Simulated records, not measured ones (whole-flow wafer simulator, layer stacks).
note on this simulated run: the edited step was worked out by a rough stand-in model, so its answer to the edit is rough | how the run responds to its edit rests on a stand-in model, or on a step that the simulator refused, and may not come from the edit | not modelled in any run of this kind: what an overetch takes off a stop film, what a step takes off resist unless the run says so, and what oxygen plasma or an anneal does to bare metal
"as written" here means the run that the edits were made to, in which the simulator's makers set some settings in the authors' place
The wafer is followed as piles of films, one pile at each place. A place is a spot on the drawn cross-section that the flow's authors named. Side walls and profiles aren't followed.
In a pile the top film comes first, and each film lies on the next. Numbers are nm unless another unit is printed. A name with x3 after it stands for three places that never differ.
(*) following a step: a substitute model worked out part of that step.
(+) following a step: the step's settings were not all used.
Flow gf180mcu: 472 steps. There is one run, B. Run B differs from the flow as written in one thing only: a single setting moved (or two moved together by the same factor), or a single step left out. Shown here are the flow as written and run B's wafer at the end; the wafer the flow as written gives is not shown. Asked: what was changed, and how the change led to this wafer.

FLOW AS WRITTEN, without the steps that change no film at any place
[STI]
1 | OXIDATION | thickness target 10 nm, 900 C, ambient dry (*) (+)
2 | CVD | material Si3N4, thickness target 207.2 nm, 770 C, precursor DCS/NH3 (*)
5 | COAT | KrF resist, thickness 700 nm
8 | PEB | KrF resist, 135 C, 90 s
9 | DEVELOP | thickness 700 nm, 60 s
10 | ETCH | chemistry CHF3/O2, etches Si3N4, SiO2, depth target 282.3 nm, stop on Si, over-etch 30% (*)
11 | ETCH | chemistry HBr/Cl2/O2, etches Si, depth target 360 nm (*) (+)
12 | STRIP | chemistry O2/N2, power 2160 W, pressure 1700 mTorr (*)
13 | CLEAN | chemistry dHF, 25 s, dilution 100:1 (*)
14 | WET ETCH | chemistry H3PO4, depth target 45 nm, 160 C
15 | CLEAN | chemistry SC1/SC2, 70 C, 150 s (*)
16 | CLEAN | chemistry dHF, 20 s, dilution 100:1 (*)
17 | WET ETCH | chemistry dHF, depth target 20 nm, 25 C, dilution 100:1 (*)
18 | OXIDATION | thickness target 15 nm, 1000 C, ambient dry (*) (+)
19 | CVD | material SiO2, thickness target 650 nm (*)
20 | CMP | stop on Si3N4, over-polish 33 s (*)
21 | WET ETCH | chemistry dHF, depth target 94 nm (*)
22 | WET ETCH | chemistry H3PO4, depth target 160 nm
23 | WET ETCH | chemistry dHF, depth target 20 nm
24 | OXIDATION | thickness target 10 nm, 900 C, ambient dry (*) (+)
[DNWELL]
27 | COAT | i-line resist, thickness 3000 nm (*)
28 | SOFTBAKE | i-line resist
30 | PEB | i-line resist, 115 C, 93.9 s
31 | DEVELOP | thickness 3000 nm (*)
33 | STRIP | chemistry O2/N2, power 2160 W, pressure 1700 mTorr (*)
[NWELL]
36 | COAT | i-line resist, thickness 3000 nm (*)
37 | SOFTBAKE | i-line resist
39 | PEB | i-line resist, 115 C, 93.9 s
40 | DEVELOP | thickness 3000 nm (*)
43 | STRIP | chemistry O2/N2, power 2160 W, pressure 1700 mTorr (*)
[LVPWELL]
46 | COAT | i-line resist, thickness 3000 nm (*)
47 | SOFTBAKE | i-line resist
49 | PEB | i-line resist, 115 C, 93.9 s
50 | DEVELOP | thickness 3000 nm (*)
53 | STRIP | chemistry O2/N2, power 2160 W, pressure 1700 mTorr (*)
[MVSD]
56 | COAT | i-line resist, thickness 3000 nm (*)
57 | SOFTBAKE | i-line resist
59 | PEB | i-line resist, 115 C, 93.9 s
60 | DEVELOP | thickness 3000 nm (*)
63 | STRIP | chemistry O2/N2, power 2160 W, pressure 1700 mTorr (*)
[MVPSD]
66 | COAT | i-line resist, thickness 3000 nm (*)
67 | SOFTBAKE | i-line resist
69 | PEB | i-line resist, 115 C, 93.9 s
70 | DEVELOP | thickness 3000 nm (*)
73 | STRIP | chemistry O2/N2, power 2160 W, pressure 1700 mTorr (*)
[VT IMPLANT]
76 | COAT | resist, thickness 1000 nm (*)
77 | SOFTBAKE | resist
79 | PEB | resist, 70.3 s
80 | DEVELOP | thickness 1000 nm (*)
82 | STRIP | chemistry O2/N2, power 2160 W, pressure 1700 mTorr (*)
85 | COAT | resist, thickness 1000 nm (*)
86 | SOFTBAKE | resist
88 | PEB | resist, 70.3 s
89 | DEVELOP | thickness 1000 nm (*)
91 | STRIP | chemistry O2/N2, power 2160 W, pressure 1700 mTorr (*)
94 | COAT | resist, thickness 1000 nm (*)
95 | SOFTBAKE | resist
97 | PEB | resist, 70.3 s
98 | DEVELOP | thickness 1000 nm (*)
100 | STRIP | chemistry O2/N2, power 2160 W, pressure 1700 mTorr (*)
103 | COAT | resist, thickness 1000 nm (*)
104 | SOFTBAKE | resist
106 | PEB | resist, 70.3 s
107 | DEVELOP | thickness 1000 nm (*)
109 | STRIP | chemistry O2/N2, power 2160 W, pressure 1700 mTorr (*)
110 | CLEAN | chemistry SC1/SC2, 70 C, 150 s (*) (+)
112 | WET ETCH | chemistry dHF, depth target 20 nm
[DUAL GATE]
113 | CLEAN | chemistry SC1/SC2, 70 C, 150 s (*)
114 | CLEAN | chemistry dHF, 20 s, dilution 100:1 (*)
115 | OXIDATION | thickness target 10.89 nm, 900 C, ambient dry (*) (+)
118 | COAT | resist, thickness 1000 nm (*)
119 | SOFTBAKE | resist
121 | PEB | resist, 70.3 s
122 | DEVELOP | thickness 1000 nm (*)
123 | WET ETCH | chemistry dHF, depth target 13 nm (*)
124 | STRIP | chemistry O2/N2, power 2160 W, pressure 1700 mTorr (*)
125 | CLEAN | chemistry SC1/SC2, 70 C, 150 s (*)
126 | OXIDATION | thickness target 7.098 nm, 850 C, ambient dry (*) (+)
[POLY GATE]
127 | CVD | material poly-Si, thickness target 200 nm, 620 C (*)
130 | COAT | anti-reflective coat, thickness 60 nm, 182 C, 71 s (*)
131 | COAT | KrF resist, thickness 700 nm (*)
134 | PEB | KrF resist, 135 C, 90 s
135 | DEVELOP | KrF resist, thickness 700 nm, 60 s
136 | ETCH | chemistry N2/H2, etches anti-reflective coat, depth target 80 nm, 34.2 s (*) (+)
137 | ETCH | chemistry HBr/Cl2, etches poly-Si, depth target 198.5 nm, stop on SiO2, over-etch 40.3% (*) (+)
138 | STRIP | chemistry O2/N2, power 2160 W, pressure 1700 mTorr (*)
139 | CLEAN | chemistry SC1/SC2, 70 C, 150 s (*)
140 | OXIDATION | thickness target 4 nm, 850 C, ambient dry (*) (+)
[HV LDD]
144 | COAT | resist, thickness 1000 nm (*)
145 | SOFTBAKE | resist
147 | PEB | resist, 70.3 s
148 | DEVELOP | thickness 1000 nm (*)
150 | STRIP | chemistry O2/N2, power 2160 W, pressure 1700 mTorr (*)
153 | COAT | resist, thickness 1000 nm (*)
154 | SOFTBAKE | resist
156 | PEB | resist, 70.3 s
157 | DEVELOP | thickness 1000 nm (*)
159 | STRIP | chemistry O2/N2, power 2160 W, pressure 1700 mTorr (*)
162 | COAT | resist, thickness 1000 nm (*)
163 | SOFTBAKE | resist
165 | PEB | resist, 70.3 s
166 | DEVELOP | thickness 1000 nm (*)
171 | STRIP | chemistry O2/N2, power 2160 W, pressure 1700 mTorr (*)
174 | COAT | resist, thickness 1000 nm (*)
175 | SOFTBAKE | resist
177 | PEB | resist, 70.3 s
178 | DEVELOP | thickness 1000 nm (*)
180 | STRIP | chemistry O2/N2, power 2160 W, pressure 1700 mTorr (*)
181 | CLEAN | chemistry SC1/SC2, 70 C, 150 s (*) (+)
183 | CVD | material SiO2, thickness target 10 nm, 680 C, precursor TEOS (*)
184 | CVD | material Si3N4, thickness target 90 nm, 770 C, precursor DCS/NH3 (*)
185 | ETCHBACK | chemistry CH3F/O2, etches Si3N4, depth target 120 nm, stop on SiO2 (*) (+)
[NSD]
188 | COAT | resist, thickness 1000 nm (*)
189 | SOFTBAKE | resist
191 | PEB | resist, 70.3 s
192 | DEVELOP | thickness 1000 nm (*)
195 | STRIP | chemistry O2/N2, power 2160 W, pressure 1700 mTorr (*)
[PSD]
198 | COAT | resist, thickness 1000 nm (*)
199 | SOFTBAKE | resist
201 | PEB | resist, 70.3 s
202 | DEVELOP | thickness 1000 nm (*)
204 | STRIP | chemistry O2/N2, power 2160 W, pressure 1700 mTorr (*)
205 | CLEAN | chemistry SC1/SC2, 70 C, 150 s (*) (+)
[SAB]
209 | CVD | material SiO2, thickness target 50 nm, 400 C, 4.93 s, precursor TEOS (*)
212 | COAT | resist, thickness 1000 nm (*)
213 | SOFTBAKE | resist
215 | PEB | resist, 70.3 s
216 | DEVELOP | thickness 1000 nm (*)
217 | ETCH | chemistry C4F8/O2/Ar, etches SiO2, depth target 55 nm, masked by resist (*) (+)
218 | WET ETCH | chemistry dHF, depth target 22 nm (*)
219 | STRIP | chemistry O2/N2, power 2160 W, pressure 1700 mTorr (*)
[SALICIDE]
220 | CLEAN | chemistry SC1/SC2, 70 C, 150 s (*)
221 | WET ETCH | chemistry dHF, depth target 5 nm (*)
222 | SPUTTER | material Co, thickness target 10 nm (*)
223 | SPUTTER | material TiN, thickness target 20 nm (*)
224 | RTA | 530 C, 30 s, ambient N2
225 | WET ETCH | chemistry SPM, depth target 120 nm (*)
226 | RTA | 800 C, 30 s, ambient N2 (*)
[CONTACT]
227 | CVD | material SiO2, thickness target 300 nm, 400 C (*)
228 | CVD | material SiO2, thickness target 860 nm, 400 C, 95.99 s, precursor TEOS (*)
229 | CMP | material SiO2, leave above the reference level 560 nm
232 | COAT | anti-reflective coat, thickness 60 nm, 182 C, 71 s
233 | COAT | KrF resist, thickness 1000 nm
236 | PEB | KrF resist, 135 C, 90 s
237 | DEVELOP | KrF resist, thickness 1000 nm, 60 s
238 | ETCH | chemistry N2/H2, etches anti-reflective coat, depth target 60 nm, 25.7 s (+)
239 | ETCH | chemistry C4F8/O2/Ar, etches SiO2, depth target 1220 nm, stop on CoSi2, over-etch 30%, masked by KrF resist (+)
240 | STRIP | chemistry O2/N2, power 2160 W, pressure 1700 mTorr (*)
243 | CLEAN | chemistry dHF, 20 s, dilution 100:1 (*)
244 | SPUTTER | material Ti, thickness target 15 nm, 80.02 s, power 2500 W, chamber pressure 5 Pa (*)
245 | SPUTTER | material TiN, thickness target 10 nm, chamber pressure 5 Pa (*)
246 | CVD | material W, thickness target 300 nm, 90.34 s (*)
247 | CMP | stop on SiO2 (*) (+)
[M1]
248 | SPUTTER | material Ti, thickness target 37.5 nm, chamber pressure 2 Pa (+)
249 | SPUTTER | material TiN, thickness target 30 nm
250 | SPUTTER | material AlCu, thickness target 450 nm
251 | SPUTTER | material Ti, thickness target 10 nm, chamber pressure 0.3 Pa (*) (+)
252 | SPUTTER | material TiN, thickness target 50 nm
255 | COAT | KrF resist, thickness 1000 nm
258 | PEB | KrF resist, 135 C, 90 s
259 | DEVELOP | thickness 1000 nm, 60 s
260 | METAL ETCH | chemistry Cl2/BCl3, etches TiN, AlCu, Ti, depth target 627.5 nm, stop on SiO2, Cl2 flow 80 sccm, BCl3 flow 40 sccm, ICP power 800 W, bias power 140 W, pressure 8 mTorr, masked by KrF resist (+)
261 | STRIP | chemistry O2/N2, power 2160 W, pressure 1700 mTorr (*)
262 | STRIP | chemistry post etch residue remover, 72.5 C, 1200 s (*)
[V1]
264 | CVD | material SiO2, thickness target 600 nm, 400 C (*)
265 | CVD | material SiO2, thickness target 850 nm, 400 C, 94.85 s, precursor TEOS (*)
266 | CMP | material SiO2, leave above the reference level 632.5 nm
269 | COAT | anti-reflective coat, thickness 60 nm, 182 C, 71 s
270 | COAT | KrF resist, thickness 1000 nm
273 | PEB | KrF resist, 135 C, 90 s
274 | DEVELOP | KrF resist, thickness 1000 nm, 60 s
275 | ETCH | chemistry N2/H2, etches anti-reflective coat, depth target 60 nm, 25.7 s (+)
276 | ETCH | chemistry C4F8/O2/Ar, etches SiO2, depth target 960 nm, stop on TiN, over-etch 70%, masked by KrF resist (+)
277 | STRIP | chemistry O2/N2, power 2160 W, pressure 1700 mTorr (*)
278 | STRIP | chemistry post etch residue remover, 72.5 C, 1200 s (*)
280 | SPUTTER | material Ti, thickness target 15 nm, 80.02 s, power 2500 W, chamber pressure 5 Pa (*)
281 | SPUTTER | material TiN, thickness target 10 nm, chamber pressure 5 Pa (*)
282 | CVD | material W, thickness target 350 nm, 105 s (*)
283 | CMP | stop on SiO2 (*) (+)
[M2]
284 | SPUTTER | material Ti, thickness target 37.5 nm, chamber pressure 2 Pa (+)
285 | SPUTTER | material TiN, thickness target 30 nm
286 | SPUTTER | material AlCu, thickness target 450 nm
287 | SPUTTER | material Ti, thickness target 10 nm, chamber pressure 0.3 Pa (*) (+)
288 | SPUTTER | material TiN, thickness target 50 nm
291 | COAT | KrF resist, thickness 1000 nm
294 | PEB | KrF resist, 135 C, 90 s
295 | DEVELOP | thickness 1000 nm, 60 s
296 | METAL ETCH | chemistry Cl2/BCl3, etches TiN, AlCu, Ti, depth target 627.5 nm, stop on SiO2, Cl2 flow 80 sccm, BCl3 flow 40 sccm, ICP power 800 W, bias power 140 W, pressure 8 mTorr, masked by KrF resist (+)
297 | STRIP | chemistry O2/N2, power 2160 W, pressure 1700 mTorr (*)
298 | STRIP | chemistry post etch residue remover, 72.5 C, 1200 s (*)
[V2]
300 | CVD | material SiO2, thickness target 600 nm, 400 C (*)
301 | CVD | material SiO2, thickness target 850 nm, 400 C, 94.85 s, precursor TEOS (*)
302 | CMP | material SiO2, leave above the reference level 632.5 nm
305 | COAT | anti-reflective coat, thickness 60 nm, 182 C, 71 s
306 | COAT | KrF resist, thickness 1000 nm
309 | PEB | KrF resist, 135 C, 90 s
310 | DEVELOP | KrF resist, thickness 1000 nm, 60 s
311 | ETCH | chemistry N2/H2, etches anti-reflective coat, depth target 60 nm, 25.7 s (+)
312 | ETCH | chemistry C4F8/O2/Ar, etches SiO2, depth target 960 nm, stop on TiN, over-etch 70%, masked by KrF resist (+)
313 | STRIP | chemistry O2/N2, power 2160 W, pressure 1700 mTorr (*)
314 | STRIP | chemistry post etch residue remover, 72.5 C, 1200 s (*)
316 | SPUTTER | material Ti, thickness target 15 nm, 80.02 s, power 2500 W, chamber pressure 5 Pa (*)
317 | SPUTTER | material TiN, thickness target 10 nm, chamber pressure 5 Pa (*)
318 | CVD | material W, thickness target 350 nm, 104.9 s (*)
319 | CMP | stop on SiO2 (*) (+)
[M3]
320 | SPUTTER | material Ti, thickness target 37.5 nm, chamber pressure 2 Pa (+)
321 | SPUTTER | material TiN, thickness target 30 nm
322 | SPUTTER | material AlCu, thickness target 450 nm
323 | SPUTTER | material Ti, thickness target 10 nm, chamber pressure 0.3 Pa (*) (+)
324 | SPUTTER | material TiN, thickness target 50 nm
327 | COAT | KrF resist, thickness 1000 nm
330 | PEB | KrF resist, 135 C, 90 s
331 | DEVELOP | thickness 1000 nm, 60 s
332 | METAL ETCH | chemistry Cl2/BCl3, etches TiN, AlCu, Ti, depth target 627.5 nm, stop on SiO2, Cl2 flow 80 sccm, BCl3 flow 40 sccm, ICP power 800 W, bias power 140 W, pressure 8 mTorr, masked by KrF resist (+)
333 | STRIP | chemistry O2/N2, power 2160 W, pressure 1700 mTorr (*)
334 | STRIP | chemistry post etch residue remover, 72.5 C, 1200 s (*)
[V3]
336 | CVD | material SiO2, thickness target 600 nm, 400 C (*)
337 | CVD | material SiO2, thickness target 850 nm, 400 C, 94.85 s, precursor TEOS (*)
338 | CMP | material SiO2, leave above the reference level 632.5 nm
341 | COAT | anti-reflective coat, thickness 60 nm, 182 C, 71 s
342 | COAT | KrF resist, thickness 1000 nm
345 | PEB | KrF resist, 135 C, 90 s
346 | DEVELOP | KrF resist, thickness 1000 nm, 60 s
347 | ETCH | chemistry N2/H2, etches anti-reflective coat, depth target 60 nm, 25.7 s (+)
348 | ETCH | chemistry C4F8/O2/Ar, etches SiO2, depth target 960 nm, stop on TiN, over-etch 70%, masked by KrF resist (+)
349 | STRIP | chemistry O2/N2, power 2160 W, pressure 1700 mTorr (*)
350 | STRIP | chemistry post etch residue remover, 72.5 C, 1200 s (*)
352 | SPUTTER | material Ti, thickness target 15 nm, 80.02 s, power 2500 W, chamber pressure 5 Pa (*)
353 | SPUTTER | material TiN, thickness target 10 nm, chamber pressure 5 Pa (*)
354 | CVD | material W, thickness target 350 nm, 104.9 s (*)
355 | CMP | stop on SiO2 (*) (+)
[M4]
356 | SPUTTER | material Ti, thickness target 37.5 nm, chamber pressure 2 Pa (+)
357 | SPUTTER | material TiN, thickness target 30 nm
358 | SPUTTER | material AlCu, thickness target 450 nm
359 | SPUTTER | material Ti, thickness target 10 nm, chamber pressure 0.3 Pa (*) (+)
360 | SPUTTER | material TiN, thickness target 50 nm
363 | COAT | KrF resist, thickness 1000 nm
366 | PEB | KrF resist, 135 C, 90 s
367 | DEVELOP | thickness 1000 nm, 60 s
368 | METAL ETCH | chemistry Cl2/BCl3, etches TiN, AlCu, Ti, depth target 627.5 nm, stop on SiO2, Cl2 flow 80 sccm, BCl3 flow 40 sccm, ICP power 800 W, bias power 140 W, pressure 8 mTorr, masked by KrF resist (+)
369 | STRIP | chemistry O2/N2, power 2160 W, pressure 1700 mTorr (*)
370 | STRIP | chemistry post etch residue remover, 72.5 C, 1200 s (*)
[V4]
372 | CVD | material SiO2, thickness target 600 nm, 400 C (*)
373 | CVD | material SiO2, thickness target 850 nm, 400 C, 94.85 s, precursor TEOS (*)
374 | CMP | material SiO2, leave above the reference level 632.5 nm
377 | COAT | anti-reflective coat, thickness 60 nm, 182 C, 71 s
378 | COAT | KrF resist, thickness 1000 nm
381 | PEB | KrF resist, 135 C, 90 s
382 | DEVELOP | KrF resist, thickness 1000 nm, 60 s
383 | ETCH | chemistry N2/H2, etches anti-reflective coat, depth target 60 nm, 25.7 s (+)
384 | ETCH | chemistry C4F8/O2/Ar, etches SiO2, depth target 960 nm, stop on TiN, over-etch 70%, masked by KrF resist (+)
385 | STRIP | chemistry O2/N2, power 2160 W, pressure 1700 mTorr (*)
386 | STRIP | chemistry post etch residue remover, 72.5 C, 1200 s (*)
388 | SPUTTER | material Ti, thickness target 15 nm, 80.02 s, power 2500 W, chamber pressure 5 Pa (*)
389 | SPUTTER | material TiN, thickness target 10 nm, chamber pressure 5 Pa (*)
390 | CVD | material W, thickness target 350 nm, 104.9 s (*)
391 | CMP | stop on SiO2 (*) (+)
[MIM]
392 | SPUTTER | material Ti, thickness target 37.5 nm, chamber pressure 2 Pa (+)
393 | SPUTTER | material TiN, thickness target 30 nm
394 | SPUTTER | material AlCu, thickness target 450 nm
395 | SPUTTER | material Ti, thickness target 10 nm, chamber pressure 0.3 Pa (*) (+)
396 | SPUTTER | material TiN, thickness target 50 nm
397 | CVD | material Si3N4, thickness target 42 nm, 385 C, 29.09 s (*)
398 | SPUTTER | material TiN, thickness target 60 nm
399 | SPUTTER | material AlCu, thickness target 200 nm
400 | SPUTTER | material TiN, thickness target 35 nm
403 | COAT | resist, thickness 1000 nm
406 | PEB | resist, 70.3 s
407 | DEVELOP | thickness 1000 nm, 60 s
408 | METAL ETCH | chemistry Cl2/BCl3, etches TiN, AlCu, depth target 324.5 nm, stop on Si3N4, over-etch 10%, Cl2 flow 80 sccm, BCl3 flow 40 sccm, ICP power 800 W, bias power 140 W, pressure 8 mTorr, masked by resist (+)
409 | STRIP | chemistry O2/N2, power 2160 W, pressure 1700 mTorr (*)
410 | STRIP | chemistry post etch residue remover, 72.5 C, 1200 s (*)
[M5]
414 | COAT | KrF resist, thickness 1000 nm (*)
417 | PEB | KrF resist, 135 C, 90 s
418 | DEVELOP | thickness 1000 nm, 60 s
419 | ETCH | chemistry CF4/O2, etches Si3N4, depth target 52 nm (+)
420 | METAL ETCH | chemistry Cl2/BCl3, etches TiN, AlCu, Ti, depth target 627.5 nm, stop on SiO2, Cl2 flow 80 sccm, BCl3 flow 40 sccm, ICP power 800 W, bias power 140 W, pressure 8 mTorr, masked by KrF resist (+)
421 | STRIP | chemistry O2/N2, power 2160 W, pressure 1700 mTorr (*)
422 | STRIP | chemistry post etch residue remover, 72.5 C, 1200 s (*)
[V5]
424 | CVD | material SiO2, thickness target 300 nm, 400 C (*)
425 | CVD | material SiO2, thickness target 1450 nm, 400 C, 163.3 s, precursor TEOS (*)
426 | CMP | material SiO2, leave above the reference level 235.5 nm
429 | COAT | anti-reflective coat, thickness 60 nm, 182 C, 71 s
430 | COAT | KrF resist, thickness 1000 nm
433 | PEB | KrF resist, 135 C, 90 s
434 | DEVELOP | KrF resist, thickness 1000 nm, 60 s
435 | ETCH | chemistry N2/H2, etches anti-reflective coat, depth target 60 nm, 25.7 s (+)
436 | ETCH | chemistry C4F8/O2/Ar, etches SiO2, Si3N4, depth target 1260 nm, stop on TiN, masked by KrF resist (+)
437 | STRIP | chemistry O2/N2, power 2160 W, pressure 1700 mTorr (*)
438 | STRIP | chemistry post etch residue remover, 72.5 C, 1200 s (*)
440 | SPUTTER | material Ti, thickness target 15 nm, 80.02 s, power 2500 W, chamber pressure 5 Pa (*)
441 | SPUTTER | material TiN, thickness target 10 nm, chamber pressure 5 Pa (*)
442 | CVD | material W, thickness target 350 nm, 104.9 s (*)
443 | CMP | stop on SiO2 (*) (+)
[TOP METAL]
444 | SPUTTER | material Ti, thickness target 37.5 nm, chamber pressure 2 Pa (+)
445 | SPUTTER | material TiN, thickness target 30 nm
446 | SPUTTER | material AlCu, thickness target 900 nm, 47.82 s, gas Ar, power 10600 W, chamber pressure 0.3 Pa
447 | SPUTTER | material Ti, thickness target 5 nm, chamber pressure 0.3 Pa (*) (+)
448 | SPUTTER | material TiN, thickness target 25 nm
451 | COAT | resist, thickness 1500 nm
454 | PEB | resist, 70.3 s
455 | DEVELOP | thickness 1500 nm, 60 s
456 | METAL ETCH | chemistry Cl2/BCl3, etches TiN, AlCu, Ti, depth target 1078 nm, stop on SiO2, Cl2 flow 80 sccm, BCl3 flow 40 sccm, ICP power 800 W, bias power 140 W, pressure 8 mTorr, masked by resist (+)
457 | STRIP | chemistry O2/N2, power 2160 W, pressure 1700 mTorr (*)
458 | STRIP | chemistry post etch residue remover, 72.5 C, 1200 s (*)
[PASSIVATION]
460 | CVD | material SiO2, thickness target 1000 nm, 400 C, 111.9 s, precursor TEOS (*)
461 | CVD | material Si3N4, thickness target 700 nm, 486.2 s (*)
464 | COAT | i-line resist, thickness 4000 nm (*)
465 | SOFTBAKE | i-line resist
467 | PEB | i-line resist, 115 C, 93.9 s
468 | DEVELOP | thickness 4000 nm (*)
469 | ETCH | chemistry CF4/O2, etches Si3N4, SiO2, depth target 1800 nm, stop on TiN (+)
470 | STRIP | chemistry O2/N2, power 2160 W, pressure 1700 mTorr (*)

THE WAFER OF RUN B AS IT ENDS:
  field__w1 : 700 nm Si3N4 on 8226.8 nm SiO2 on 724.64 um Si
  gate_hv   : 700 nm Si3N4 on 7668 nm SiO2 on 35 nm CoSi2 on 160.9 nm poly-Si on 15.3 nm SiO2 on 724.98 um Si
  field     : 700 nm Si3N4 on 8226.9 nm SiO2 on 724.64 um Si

Cause: step 126, OXIDATION: thickness target 8.34 nm was run, though the flow has thickness target 7.098 nm.

The path from the change to this, step by step:
  126 | OXIDATION | thickness target 7.098 nm, 850 C, ambient dry (*) (+)
      gate_hv, active_hv, active_nat and 25 more: SiO2 gains 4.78, Si loses 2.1 (in the flow as written it would be: SiO2 gains 3.72, Si loses 1.64)
      active, n_well, p_well and 12 more: SiO2 gains 8.34 (new film), chemical SiO2 loses 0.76 (all of it), Si loses 3.34 (in the flow as written it would be: SiO2 gains 7.1 (new film), chemical SiO2 loses 0.76 (all of it), Si loses 2.79)
  189 | SOFTBAKE | resist
      nw_enc_fld_lv__w3: resist loses 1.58 (in the flow as written it would be: resist gains 2.11)
  199 | SOFTBAKE | resist
      nw_enc_fld_lv__w3: resist loses 1.58 (in the flow as written it would be: resist gains 2.11)
  218 | WET ETCH | chemistry dHF, depth target 22 nm (*)
      active, p_well, sd_n, iso_ptap_pw, iso_ntap_nw, iso_ptap_sub, vpnp_e: SiO2 loses 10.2 (all of it) (in the flow as written it would be: SiO2 loses 9.01 (all of it))
      ldn_tap, ldn_src, ldn_drn, ldp_tap, ldp_src, ldp_drn, ldp_gr: SiO2 loses 17 (all of it) (in the flow as written it would be: SiO2 loses 16 (all of it))
      (and at 9 other places as well)
